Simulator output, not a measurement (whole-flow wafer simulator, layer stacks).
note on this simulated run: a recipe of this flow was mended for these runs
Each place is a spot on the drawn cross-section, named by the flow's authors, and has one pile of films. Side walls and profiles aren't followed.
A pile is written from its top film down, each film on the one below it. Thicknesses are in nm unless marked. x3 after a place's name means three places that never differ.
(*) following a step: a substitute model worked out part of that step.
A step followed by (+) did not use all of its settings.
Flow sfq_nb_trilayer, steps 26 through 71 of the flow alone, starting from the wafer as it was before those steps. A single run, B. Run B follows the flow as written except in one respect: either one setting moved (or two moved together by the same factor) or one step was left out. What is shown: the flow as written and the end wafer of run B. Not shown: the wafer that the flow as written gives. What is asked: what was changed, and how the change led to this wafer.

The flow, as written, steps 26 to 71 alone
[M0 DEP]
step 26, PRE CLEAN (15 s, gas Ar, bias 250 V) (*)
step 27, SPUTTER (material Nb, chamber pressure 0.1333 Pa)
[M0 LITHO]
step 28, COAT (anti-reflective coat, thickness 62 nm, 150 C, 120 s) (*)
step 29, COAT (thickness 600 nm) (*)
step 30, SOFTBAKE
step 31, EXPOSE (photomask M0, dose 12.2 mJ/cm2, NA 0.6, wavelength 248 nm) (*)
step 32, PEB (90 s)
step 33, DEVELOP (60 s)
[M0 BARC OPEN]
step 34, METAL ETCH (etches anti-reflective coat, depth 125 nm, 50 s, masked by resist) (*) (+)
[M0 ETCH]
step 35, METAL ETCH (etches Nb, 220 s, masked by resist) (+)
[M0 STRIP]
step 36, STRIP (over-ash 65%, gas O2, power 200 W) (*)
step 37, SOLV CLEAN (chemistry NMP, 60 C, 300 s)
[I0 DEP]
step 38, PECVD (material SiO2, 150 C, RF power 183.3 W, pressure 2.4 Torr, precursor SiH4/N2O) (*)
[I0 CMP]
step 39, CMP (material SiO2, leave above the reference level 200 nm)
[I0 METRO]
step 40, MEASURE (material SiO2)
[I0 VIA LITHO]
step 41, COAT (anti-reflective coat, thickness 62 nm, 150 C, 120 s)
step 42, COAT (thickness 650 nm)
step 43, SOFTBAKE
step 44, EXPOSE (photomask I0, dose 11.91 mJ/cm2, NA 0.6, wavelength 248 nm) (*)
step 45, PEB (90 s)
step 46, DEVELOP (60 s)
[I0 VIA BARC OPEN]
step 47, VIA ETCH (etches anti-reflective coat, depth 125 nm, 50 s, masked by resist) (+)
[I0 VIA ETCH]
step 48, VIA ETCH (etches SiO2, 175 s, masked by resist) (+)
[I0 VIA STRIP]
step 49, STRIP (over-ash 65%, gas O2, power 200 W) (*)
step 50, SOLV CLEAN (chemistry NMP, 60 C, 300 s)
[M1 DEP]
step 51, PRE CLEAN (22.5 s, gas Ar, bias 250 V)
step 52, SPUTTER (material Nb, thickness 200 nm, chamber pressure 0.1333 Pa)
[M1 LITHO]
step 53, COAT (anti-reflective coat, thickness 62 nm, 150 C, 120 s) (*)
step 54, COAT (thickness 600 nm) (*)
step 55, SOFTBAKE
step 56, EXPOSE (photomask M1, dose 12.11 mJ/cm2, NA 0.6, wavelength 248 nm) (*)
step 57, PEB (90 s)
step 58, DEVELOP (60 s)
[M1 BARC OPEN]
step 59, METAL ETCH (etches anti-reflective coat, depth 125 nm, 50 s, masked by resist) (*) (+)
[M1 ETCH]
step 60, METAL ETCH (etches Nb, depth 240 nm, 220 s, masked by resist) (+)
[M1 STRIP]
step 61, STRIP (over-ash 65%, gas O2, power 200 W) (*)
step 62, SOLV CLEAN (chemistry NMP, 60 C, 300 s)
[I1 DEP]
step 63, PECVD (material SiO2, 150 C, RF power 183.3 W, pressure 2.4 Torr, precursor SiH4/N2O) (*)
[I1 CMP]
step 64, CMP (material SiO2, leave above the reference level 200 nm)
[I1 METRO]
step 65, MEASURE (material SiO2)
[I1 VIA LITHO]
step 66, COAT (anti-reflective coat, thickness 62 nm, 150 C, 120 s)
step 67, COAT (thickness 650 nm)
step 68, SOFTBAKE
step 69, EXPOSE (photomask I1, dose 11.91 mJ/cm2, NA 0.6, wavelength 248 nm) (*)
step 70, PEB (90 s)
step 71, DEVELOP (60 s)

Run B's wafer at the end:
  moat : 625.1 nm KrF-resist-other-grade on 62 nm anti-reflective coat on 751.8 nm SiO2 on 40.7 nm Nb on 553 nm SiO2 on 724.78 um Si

The reason: step 35, METAL ETCH: 146 s was run, though the flow has 220 s.

Step by step, how the change led to this:
  step 35, METAL ETCH (etches Nb, 220 s, masked by resist) (+)
      moat, m0r_space_l x2: -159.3 Nb (in the flow as written it would be: -200 Nb (all of it), -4 SiO2)
      field_l, v_sur, via_wl and 100 more: -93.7 KrF-resist-other-grade (in the flow as written it would be: -141.2 KrF-resist-other-grade)
  step 36, STRIP (over-ash 65%, gas O2, power 200 W) (*)
      p4_fl x53, wl_j_sl x16, wl_d_sl x2: -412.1 KrF-resist-other-grade (all of it), -62 anti-reflective coat (all of it) (in the flow as written it would be: -364.6 KrF-resist-other-grade (all of it), -62 anti-reflective coat (all of it))
      jj_sur, ce_l, res, r_end: -418 KrF-resist-other-grade (all of it), -63.7 anti-reflective coat (all of it) (in the flow as written it would be: -370.5 KrF-resist-other-grade (all of it), -63.7 anti-reflective coat (all of it))
      (as well as at 28 more places)
  step 38, PECVD (material SiO2, 150 C, RF power 183.3 W, pressure 2.4 Torr, precursor SiH4/N2O) (*)
      moat, m0r_space_l x2: +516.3 SiO2 (new film) (in the flow as written it would be: +561.1 SiO2)
If metal films that touch count as one body, moat has 1 body; the flow as written gives 0 bodies.
